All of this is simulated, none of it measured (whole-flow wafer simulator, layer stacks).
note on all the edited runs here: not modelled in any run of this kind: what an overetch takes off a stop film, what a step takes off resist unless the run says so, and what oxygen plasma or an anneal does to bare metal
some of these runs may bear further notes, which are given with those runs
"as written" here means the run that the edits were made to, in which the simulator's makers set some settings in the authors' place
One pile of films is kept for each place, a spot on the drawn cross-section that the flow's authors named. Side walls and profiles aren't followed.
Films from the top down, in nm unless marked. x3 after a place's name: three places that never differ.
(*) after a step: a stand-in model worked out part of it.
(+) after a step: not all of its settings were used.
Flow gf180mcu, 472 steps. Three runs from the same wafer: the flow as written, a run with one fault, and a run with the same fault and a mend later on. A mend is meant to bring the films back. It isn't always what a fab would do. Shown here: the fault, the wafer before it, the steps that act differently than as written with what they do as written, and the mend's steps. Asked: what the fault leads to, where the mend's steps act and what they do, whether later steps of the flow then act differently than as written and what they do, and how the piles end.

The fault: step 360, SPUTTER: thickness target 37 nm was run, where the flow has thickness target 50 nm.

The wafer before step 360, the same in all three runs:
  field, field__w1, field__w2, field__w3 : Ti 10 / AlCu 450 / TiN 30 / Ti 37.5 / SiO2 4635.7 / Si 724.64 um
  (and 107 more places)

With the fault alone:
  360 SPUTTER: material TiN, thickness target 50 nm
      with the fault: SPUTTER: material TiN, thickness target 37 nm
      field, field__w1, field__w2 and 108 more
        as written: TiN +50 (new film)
        with the fault: TiN +37 (new film)
  Later steps of the flow that act differently than as written (4 more steps differ only slightly, by at most 2% or 0.5 nm, whichever is larger, and aren't shown):
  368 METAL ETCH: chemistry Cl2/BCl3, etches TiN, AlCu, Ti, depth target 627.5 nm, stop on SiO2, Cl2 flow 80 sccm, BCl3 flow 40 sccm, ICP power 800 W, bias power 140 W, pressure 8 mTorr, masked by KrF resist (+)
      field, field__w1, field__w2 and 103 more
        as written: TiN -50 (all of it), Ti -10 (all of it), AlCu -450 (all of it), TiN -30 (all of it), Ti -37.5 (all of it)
        with the fault: TiN -37 (all of it), Ti -10 (all of it), AlCu -450 (all of it), TiN -30 (all of it), Ti -37.5 (all of it)
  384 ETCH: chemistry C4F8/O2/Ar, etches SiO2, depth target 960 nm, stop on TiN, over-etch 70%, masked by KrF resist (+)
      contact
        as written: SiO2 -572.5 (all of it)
        with the fault: SiO2 -585.5 (all of it)
  At the end the piles differ from the flow's by more than 2% or 0.5 nm, whichever is larger, at field__w8, contact, m1, m1__w1, m1_nw.
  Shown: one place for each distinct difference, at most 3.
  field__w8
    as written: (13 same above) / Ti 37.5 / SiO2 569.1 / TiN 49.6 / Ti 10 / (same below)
    with the fault: (13 same above) / Ti 37.5 / SiO2 582.1 / TiN 36.6 / Ti 10 / (same below)
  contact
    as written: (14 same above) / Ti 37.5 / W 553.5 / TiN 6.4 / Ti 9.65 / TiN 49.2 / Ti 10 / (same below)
    with the fault: (14 same above) / Ti 37.5 / W 566.6 / TiN 6.36 / Ti 9.58 / TiN 36.2 / Ti 10 / (same below)

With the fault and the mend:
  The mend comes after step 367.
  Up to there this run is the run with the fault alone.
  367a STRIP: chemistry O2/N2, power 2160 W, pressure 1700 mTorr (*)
      field__w8, contact, m1, m1__w1, m1_nw
        KrF resist -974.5 (all of it)
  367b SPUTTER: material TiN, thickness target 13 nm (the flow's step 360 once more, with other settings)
      field, field__w1, field__w2 and 108 more
        TiN +13
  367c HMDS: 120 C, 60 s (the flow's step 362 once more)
      changes no film at any place that is followed
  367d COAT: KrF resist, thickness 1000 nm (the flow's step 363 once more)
      field, field__w1, field__w2 and 108 more
        KrF resist +1000 (new film)
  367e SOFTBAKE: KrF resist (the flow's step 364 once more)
      changes no film at any place that is followed
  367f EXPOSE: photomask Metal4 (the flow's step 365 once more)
      changes no film at any place that is followed
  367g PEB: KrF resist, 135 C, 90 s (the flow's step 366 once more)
      field, field__w1, field__w2 and 108 more
        KrF resist -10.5
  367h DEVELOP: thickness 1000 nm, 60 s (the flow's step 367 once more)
      field, field__w1, field__w2 and 103 more
        KrF resist -989.5 (all of it)
      field__w8, contact, m1, m1__w1, m1_nw
        KrF resist -14.9
  No later step of the flow acts differently than as written at any place that is followed.
  At the end the piles are the same as the flow's at every place that both follow.
